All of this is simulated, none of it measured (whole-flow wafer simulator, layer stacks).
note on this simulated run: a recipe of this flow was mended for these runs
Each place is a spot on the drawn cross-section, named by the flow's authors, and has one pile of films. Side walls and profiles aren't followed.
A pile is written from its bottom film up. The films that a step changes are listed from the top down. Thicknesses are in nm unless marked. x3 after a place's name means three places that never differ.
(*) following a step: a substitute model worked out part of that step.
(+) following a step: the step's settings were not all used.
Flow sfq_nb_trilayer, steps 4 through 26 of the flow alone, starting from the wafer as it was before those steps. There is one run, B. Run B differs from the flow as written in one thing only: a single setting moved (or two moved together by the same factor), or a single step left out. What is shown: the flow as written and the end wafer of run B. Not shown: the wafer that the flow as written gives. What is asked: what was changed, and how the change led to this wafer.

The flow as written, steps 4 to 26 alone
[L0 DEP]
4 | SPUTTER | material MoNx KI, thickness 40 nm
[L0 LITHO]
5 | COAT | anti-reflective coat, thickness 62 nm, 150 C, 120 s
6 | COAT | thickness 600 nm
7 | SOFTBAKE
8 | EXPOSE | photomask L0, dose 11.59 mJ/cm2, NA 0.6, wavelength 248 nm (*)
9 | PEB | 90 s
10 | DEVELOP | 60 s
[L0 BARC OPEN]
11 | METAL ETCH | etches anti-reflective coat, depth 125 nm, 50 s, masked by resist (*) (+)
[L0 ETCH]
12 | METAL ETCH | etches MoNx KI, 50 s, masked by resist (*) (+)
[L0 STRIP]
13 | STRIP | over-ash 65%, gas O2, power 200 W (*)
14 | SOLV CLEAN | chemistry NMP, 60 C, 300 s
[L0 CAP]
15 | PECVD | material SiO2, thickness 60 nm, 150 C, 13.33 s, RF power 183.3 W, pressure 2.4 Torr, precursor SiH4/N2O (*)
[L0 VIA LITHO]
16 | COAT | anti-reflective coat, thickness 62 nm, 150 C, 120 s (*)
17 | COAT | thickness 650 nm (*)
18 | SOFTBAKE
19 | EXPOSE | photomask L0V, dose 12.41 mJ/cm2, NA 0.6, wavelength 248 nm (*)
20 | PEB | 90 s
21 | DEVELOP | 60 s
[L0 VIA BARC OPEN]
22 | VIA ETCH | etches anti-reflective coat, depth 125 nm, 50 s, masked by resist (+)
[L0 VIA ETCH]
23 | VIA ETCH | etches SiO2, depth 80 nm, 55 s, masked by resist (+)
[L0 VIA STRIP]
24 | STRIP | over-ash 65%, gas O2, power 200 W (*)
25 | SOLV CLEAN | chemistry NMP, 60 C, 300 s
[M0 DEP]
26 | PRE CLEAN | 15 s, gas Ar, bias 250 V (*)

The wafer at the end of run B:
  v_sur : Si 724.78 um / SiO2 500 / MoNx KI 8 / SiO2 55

What caused this: step 12, METAL ETCH: 32 s was run, whereas the flow has 50 s.

How this came from the change, step by step:
  12 | METAL ETCH | etches MoNx KI, 50 s, masked by resist (*) (+)
      v_sur, via_wl, via_w and 97 more: MoNx KI loses 32 (as written it would have been: MoNx KI loses 40 (all of it), SiO2 loses 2)
      field_l, l0_sur, l0v, l0r_line_l, l0r_line_c, l0r_line_r: KrF-resist-other-grade loses 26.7 (as written it would have been: KrF-resist-other-grade loses 41.7)
  13 | STRIP | over-ash 65%, gas O2, power 200 W (*)
      field_l, l0_sur, l0v, l0r_line_l, l0r_line_c, l0r_line_r: KrF-resist-other-grade loses 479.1 (all of it), anti-reflective coat loses 62 (all of it) (as written it would have been: KrF-resist-other-grade loses 464.1 (all of it), anti-reflective coat loses 62 (all of it))
  15 | PECVD | material SiO2, thickness 60 nm, 150 C, 13.33 s, RF power 183.3 W, pressure 2.4 Torr, precursor SiH4/N2O (*)
      v_sur, via_wl, via_w and 97 more: SiO2 gains 60 (new film) (as written it would have been: SiO2 gains 60)
  16 | COAT | anti-reflective coat, thickness 62 nm, 150 C, 120 s (*)
      l0r_line_c, l0r_line_r: anti-reflective coat gains 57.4 (new film) (as written it would have been: anti-reflective coat gains 56.2 (new film))
      field_l: anti-reflective coat gains 52.6 (new film) (as written it would have been: anti-reflective coat gains 50 (new film))
      (also at 6 further places)
  24 | STRIP | over-ash 65%, gas O2, power 200 W (*)
      field_l: KrF-resist-other-grade loses 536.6 (all of it), anti-reflective coat loses 52.6 (all of it) (as written it would have been: KrF-resist-other-grade loses 534.7 (all of it), anti-reflective coat loses 50 (all of it))
      v_sur: KrF-resist-other-grade loses 543.7 (all of it), anti-reflective coat loses 74.4 (all of it) (as written it would have been: KrF-resist-other-grade loses 544.6 (all of it), anti-reflective coat loses 78.1 (all of it))
      (also at 7 further places)
If metal films that touch count as one body, v_sur has 1 body; the flow as written gives 0 bodies.
